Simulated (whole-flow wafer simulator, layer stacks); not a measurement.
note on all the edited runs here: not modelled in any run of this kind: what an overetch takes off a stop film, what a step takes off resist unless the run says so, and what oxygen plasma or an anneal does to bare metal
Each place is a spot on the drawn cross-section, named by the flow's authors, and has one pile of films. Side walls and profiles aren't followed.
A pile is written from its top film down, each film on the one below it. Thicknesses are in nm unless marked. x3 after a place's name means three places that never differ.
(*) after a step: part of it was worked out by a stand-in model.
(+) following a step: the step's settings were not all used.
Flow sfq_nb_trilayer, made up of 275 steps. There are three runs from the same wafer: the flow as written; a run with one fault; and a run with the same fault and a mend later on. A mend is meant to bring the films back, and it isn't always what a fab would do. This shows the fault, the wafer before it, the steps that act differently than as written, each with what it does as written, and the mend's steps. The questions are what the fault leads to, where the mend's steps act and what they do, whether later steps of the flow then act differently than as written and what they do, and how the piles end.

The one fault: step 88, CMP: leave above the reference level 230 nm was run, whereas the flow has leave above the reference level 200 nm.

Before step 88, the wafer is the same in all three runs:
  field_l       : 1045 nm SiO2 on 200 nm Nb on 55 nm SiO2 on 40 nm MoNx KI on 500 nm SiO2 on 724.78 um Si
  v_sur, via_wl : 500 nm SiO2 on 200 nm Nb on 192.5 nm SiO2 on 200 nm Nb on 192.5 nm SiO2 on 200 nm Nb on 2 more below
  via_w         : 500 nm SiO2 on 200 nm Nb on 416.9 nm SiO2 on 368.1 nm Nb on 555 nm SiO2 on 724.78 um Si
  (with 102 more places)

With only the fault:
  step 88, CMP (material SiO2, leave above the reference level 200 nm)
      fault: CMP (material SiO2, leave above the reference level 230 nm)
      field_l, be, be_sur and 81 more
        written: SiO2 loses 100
        fault: SiO2 loses 70
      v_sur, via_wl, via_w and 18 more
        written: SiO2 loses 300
        fault: SiO2 loses 270
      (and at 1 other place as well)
  Steps further on in the flow that do not act as written (not shown: 3 more steps that differ only slightly, by at most 2% or 0.5 nm, whichever is larger):
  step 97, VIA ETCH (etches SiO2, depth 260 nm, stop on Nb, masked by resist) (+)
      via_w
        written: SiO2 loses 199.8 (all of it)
        fault: SiO2 loses 229.8 (all of it)
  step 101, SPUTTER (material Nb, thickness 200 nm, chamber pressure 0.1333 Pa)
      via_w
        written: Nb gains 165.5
        fault: Nb gains 159.1
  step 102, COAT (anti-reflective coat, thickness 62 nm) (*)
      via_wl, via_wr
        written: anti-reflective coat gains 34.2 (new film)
        fault: anti-reflective coat gains 33.3 (new film)
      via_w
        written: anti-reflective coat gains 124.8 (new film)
        fault: anti-reflective coat gains 131.2 (new film)
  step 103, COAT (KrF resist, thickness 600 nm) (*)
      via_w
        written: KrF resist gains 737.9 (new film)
        fault: KrF resist gains 762.9 (new film)
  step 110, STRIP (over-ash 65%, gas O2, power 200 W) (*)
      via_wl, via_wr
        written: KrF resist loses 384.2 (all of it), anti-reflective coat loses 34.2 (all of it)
        fault: KrF resist loses 381.2 (all of it), anti-reflective coat loses 33.3 (all of it)
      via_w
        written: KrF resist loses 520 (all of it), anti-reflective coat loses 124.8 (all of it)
        fault: KrF resist loses 544.9 (all of it), anti-reflective coat loses 131.2 (all of it)
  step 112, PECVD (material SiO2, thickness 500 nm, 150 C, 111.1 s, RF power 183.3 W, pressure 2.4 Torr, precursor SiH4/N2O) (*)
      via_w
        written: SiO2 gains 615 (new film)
        fault: SiO2 gains 651.5 (new film)
  At v_sur, via_wl, via_w and 36 more, the piles at the end differ from the flow's by more than 2% or 0.5 nm, whichever is larger.
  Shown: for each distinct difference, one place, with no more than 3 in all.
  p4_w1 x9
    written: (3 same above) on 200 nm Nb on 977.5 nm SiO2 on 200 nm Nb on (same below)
    fault: (3 same above) on 200 nm Nb on 1007.5 nm SiO2 on 200 nm Nb on (same below)
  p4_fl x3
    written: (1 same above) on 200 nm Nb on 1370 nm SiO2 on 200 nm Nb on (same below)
    fault: (1 same above) on 200 nm Nb on 1400 nm SiO2 on 200 nm Nb on (same below)
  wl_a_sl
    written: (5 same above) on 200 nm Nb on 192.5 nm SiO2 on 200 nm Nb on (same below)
    fault: (5 same above) on 200 nm Nb on 222.5 nm SiO2 on 200 nm Nb on (same below)

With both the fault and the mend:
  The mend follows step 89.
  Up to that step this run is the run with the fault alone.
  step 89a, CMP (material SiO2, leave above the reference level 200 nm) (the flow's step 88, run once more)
      field_l, v_sur, via_wl and 103 more
        SiO2 loses 30
  Every later step of the flow that is run acts as written at every place that is followed.
  The piles end the same as the flow's at every place that both follow.
